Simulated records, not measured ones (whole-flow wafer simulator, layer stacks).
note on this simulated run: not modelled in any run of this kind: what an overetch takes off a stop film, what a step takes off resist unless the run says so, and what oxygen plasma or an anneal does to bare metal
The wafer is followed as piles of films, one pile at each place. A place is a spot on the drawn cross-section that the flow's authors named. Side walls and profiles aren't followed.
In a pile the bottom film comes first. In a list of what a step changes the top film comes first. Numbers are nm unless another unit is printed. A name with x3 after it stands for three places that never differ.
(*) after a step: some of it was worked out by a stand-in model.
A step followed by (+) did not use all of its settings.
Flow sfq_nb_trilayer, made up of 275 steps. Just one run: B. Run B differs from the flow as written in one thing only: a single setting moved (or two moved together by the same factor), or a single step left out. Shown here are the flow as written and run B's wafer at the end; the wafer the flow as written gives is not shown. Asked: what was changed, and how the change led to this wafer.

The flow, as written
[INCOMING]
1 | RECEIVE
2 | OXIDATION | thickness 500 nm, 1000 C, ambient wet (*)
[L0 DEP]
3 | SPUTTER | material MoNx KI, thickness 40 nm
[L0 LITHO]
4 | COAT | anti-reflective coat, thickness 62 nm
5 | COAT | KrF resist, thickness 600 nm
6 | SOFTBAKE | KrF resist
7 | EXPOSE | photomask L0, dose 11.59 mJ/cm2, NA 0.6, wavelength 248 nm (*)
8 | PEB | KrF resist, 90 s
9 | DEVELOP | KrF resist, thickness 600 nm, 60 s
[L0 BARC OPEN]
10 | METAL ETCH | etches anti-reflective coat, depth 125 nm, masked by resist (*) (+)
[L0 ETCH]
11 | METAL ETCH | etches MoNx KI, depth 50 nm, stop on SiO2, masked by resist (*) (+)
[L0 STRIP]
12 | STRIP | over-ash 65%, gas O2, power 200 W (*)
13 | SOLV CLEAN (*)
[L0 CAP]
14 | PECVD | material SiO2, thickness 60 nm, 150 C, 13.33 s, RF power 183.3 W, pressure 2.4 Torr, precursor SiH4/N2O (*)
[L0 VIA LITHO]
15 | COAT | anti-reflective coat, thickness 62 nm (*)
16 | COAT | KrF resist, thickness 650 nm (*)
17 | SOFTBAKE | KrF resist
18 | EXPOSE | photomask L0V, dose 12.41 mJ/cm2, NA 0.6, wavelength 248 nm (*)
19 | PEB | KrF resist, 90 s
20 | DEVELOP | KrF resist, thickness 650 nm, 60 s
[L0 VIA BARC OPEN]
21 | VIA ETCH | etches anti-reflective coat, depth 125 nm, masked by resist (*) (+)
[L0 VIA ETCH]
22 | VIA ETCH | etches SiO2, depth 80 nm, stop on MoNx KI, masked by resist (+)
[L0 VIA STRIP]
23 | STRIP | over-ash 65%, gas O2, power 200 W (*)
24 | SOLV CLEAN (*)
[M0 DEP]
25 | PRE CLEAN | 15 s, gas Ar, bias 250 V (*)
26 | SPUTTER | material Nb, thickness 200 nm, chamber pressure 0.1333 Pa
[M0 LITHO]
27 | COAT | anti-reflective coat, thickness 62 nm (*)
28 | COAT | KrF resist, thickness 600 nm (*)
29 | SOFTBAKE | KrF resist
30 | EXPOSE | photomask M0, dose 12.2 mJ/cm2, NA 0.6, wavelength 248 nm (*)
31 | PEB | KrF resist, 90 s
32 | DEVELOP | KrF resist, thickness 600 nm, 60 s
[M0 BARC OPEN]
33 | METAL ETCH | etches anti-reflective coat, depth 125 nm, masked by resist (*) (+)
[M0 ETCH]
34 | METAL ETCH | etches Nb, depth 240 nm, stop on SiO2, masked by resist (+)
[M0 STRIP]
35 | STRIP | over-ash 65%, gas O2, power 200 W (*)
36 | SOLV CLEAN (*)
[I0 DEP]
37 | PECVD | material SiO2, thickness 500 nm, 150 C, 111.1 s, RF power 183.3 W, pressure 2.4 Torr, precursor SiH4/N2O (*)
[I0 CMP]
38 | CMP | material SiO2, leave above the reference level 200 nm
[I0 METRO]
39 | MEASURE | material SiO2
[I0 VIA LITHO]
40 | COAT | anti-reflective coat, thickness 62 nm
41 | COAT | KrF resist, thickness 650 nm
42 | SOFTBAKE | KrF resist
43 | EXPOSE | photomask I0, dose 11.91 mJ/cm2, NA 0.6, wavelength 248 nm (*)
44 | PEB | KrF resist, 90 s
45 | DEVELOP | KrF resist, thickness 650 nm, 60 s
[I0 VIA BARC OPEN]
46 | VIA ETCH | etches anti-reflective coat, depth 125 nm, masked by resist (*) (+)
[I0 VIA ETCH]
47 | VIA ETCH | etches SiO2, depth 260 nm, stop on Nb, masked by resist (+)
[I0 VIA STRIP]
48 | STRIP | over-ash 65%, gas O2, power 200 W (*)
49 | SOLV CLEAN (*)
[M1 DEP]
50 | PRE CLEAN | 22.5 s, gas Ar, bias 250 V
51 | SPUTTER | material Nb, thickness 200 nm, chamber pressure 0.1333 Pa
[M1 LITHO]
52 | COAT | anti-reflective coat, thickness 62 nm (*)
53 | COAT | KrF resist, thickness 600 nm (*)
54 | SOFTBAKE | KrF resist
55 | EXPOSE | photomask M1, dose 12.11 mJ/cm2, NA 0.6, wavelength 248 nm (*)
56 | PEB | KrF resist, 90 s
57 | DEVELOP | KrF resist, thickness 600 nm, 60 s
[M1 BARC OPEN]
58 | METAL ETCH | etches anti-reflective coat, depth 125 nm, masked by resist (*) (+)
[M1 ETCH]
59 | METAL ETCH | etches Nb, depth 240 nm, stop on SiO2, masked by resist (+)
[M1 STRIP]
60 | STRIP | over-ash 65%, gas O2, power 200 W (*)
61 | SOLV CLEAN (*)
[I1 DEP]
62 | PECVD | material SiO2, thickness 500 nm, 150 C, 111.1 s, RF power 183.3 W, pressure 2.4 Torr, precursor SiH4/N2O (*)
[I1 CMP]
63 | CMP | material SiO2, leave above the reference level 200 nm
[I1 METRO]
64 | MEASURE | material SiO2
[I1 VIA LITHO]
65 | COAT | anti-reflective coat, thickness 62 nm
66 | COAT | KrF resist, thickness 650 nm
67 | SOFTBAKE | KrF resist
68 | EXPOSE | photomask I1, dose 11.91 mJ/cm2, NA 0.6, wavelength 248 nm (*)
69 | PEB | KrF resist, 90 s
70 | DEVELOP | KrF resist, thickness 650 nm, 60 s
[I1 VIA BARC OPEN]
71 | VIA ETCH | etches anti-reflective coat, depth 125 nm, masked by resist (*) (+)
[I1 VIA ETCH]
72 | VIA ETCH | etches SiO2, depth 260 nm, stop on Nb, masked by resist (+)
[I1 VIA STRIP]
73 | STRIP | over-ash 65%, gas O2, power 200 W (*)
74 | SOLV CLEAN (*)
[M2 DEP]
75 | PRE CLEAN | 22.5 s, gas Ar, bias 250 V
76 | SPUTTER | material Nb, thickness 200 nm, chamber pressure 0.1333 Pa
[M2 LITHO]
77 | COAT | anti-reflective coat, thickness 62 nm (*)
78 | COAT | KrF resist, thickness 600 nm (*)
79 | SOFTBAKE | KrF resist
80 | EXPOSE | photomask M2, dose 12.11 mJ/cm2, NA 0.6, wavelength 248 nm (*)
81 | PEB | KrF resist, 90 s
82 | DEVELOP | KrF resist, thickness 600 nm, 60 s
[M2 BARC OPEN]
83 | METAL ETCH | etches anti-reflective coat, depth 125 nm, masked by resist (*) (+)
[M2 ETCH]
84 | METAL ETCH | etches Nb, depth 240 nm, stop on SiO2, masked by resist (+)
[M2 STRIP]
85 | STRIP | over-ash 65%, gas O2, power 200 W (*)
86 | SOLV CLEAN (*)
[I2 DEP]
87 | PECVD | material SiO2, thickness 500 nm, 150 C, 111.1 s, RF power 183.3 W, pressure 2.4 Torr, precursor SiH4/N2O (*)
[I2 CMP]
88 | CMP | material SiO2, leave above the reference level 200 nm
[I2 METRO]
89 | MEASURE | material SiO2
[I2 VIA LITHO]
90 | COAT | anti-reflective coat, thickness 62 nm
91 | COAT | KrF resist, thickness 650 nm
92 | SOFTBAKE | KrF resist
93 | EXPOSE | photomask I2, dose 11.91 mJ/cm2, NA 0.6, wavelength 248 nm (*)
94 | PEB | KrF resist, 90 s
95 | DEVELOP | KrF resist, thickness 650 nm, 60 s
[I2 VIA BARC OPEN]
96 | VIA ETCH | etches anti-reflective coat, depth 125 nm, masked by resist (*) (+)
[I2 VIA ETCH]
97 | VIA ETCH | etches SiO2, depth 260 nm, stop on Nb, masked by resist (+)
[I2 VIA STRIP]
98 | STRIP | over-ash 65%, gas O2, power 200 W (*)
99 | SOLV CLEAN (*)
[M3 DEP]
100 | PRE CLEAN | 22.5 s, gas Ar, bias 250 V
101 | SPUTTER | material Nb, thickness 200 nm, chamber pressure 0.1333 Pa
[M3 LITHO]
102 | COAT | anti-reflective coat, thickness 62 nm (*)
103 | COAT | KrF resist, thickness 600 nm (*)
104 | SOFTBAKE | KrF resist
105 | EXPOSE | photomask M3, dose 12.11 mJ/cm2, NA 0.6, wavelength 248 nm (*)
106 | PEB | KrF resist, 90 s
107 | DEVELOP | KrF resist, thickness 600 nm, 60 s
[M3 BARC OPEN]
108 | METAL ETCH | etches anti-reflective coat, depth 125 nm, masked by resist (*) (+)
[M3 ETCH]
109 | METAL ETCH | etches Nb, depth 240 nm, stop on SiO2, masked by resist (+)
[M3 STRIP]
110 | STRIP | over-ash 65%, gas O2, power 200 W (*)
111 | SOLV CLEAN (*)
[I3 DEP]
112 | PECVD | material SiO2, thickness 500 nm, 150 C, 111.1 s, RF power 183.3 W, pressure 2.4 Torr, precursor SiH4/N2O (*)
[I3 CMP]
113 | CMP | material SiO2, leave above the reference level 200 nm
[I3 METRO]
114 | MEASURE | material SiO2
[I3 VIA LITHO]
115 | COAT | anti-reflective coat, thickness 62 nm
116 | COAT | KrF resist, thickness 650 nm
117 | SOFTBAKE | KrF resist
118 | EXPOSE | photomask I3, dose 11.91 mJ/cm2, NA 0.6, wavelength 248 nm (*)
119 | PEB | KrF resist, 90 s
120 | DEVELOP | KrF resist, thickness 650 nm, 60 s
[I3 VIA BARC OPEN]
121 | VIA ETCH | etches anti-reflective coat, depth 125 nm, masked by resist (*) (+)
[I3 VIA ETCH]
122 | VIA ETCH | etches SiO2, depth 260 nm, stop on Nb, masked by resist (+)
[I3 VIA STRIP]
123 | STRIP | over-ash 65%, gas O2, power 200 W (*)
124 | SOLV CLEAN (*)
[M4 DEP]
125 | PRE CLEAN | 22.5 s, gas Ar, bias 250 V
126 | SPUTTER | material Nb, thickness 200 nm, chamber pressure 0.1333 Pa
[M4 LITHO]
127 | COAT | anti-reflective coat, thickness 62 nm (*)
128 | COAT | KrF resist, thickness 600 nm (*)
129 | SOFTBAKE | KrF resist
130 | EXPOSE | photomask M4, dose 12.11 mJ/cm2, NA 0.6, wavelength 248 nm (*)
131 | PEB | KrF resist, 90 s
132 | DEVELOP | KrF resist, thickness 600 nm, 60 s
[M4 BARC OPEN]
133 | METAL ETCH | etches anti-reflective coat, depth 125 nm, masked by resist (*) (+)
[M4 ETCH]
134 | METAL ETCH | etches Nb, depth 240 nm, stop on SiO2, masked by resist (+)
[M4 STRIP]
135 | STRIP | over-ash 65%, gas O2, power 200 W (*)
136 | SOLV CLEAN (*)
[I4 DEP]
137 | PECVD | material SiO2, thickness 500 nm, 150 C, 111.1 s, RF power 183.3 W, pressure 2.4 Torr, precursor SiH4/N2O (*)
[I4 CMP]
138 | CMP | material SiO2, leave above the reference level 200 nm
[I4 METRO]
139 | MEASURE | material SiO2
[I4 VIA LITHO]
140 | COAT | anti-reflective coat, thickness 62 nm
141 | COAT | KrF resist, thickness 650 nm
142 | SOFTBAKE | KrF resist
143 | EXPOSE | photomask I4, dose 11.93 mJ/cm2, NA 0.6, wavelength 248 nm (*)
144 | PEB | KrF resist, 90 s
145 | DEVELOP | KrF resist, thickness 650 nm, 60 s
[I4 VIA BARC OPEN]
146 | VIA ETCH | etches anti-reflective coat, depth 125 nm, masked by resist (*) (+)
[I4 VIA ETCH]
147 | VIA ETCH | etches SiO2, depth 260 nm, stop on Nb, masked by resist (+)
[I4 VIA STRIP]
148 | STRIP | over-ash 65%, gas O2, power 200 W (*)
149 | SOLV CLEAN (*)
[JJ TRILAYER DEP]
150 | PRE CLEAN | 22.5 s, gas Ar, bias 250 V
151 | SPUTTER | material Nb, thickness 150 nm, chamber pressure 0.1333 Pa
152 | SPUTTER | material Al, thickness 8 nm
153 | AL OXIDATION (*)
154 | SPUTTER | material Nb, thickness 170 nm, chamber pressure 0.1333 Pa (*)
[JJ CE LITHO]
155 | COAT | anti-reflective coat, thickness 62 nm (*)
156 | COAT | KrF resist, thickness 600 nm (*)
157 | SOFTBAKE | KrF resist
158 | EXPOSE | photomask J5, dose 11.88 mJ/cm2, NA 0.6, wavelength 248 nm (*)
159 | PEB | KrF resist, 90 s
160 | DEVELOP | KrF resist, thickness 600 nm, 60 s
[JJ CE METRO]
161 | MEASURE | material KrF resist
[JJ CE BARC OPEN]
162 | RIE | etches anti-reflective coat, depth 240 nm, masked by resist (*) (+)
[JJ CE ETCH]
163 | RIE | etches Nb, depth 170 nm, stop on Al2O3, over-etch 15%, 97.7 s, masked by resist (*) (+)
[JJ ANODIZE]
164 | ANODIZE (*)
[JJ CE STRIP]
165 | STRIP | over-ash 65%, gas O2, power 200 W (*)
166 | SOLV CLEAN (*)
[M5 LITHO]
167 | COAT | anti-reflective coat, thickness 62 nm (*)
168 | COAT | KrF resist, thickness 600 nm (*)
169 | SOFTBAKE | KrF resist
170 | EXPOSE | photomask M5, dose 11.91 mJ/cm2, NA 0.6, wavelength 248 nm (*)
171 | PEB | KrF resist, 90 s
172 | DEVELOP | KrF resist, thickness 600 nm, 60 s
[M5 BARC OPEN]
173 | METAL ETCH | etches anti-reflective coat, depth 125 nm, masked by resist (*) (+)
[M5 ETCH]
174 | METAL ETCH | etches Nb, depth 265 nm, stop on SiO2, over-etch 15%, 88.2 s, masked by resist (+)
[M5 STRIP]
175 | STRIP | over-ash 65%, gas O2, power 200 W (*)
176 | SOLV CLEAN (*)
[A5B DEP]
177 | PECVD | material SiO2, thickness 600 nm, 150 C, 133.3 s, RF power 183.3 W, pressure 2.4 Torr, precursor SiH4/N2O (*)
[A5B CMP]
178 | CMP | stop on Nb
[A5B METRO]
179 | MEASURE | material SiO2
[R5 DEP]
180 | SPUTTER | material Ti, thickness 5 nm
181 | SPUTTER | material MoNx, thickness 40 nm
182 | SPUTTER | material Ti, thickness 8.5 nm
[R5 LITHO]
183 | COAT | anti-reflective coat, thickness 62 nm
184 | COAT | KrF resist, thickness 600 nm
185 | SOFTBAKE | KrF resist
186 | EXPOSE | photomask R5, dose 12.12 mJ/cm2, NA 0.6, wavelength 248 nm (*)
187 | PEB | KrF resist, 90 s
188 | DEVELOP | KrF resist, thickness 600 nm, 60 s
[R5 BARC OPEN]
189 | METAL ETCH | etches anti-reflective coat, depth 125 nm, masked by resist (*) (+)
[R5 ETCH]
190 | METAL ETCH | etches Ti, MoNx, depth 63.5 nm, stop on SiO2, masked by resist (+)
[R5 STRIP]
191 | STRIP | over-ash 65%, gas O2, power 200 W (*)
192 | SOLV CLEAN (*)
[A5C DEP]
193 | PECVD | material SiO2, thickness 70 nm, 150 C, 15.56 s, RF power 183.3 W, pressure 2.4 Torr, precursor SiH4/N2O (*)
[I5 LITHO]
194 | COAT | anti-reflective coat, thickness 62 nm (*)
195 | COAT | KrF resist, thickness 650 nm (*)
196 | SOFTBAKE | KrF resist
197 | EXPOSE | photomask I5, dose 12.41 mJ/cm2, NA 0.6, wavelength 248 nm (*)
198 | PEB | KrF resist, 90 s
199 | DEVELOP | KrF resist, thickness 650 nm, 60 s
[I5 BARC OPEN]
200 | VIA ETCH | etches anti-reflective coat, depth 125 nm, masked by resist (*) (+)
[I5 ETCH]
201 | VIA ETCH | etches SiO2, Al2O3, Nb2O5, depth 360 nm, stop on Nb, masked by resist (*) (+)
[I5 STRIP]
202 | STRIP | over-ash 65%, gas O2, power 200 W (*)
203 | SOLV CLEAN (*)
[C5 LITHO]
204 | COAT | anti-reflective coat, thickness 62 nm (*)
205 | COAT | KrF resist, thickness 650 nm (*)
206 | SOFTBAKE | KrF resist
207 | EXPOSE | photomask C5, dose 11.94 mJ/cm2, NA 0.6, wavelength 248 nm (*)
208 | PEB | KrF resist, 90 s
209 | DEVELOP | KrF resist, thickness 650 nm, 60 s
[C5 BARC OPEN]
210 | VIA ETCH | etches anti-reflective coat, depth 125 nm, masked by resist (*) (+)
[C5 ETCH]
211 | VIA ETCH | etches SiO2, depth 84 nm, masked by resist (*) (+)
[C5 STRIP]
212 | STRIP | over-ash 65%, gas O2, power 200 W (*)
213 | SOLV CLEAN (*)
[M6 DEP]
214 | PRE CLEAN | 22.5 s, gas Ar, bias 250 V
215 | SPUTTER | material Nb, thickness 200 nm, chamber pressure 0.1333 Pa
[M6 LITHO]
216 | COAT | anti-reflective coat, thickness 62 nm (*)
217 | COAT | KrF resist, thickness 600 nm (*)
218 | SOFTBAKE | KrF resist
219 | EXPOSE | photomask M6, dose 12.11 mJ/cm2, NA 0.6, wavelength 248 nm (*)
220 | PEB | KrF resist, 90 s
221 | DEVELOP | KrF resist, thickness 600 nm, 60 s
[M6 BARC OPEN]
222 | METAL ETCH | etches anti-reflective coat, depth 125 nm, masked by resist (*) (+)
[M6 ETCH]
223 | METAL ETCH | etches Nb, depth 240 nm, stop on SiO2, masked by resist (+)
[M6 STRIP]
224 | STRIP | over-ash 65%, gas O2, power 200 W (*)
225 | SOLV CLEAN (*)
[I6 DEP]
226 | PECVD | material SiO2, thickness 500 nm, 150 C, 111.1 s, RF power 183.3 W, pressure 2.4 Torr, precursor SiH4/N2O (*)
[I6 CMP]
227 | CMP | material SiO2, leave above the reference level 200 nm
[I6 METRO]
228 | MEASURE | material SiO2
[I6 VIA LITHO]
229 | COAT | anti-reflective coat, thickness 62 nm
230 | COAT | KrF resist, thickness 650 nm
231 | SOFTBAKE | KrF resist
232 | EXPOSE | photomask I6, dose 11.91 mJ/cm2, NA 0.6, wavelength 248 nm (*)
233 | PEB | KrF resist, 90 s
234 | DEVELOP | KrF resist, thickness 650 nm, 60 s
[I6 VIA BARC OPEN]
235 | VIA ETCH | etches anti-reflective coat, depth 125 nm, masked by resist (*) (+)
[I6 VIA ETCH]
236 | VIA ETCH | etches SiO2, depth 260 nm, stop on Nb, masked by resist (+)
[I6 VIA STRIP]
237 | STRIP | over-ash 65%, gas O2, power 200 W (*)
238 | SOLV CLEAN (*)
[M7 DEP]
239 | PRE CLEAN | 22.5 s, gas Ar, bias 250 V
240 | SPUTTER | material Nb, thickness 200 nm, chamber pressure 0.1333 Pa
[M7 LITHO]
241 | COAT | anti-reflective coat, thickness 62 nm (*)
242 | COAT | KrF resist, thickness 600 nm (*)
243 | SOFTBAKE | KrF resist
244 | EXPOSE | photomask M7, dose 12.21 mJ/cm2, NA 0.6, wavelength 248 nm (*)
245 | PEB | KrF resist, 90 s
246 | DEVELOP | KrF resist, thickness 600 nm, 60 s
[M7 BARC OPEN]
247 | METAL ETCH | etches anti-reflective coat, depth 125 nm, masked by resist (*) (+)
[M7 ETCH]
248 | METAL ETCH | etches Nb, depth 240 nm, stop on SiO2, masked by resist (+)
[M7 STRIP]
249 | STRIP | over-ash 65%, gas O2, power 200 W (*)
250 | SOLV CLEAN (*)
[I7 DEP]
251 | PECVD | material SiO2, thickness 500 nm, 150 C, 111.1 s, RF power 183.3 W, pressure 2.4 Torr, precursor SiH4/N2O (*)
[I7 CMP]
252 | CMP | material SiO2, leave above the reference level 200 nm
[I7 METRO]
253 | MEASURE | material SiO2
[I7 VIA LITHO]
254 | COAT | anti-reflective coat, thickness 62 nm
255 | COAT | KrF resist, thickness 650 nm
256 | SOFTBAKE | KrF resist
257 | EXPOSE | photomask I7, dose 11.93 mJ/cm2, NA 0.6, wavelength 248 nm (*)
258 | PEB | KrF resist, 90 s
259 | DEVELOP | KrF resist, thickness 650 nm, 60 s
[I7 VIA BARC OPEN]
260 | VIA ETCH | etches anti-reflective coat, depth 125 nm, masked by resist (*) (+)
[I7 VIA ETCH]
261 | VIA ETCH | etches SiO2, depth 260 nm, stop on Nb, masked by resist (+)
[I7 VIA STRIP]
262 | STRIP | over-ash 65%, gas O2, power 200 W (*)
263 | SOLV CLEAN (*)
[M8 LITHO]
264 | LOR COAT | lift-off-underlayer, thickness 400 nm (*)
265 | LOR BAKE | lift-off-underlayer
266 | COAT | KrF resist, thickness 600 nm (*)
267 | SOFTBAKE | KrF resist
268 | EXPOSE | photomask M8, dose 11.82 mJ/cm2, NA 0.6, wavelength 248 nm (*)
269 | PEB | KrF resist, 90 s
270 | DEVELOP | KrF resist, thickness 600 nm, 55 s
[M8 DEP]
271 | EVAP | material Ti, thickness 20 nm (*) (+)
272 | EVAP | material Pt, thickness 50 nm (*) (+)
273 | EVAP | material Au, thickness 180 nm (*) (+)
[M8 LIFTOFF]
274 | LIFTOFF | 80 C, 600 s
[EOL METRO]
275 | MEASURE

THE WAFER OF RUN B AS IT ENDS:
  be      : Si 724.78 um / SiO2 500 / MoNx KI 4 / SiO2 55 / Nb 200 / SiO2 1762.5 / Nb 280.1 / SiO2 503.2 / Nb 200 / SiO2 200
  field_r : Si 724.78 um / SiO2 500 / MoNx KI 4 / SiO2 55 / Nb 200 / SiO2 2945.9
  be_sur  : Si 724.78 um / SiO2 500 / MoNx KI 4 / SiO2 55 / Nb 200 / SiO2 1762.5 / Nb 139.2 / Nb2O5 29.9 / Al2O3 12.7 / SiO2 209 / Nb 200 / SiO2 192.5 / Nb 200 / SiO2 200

What caused this: step 3, SPUTTER: thickness 54 nm was run, whereas the flow has thickness 40 nm.

Step by step, how the change led to this:
  3 | SPUTTER | material MoNx KI, thickness 40 nm
      field_l, v_sur, via_wl and 103 more: +54 MoNx KI (new film) (as written it would have been: +40 MoNx KI (new film))
  11 | METAL ETCH | etches MoNx KI, depth 50 nm, stop on SiO2, masked by resist (*) (+)
      v_sur, via_wl, via_w and 97 more: -50 MoNx KI (as written it would have been: -40 MoNx KI (all of it))
  14 | PECVD | material SiO2, thickness 60 nm, 150 C, 13.33 s, RF power 183.3 W, pressure 2.4 Torr, precursor SiH4/N2O (*)
      v_sur, via_wl, via_w and 97 more: +60 SiO2 (new film) (as written it would have been: +60 SiO2)
  15 | COAT | anti-reflective coat, thickness 62 nm (*)
      field_l: +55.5 anti-reflective coat (new film) (as written it would have been: +56.7 anti-reflective coat (new film))
      v_sur: +74.9 anti-reflective coat (new film) (as written it would have been: +72.2 anti-reflective coat (new film))
      (and at 2 other places as well)
  23 | STRIP | over-ash 65%, gas O2, power 200 W (*)
      field_l: -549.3 KrF resist (all of it), -55.5 anti-reflective coat (all of it) (as written it would have been: -551.4 KrF resist (all of it), -56.7 anti-reflective coat (all of it))
      v_sur: -573.1 KrF resist (all of it), -74.9 anti-reflective coat (all of it) (as written it would have been: -570.5 KrF resist (all of it), -72.2 anti-reflective coat (all of it))
      (and at 2 other places as well)
  27 | COAT | anti-reflective coat, thickness 62 nm (*)
      v_sur: +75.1 anti-reflective coat (new film) (as written it would have been: +72.3 anti-reflective coat (new film))
      l0_sur: +46.5 anti-reflective coat (new film) (as written it would have been: +47.5 anti-reflective coat (new film))
      (and at 1 other place as well)
  35 | STRIP | over-ash 65%, gas O2, power 200 W (*)
      v_sur: -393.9 KrF resist (all of it), -75.1 anti-reflective coat (all of it) (as written it would have been: -391.6 KrF resist (all of it), -72.3 anti-reflective coat (all of it))
      l0_sur: -369.2 KrF resist (all of it), -46.5 anti-reflective coat (all of it) (as written it would have been: -372 KrF resist (all of it), -47.5 anti-reflective coat (all of it))
      (and at 1 other place as well)
  38 | CMP | material SiO2, leave above the reference level 200 nm
      field_l, l0_sur, l0r_line_l, l0r_line_c, l0r_line_r: -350 SiO2 (as written it would have been: -340 SiO2)
      l0v: -287.8 SiO2 (as written it would have been: -277.8 SiO2)
With metal films that touch counted as one body, be has 4 bodies (between them, from the top down: SiO2 503.2; SiO2 1762.5; SiO2 55); the flow as written gives 3 bodies (between them, from the top down: SiO2 503.2; SiO2 1762.5).
With metal films that touch counted as one body, field_r has 2 bodies (between them, from the top down: SiO2 55); the flow as written gives 1 body.
With metal films that touch counted as one body, be_sur has 5 bodies (between them, from the top down: SiO2 192.5; SiO2 209 / Al2O3 12.7 / Nb2O5 29.9; SiO2 1762.5; SiO2 55); the flow as written gives 4 bodies (between them, from the top down: SiO2 192.5; SiO2 209 / Al2O3 12.7 / Nb2O5 29.9; SiO2 1762.5).
